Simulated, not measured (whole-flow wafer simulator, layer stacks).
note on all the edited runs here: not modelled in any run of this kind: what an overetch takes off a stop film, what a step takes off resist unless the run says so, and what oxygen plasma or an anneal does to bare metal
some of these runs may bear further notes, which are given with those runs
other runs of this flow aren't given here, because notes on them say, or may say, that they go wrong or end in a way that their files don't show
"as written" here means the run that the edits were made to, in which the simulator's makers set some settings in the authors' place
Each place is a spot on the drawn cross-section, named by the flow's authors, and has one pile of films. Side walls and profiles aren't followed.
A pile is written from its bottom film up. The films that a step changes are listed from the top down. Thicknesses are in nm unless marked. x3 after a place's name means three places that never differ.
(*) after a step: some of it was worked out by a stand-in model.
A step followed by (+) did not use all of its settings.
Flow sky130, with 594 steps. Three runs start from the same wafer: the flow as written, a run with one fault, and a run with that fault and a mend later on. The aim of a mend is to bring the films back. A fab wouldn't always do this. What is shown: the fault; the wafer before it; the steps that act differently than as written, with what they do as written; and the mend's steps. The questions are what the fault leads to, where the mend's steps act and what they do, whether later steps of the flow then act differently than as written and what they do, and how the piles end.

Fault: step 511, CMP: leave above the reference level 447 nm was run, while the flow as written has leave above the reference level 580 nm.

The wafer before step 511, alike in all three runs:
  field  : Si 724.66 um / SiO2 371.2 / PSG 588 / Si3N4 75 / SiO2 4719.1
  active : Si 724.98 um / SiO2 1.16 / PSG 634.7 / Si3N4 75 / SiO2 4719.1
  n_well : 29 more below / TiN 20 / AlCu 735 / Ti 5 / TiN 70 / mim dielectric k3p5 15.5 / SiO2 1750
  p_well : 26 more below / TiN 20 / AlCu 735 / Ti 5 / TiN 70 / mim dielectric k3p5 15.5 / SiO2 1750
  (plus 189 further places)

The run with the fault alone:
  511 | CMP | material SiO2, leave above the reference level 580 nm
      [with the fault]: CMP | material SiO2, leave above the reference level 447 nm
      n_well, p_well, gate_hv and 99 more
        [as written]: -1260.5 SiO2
        [with the fault]: -1393.5 SiO2
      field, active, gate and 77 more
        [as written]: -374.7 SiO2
        [with the fault]: -507.7 SiO2
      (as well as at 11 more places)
  Later steps of the flow acting differently than as written:
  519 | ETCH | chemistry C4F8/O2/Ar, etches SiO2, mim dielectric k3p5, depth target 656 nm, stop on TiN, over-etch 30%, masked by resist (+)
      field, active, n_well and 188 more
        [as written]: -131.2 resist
        [with the fault]: -96.9 resist
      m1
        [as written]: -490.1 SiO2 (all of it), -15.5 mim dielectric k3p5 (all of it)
        [with the fault]: -357.1 SiO2 (all of it), -15.5 mim dielectric k3p5 (all of it)
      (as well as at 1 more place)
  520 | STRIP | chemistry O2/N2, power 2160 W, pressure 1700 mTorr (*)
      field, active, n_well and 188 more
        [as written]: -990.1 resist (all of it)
        [with the fault]: -1024.4 resist (all of it)
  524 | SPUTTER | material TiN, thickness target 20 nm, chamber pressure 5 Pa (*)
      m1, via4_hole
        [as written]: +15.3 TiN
        [with the fault]: +16.2 TiN
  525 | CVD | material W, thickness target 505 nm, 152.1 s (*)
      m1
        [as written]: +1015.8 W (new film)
        [with the fault]: +685.1 W (new film)
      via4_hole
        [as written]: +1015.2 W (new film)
        [with the fault]: +686.2 W (new film)
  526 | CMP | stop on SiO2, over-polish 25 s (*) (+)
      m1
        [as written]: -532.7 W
        [with the fault]: -335.9 W
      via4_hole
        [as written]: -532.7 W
        [with the fault]: -337.6 W
  The piles end different from the flow's at field, active, n_well and 190 more by more than 2% or 0.5 nm, whichever is larger.
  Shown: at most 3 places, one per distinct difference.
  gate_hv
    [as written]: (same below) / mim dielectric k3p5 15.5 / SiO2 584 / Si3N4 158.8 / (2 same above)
    [with the fault]: (same below) / mim dielectric k3p5 15.5 / SiO2 451 / Si3N4 158.8 / (2 same above)
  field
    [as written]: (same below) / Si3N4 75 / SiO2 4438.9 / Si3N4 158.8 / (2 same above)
    [with the fault]: (same below) / Si3N4 75 / SiO2 4305.9 / Si3N4 158.8 / (2 same above)
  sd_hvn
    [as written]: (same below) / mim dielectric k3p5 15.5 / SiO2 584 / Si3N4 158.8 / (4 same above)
    [with the fault]: (same below) / mim dielectric k3p5 15.5 / SiO2 451 / Si3N4 158.8 / (4 same above)

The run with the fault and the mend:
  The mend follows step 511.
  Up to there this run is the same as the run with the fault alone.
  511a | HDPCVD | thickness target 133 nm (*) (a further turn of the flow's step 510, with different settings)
      field, active, n_well and 190 more
        +133 SiO2
  Later steps of the flow that are run all act as written at every place that is followed.
  The piles end the same as the flow's at every place that both follow.
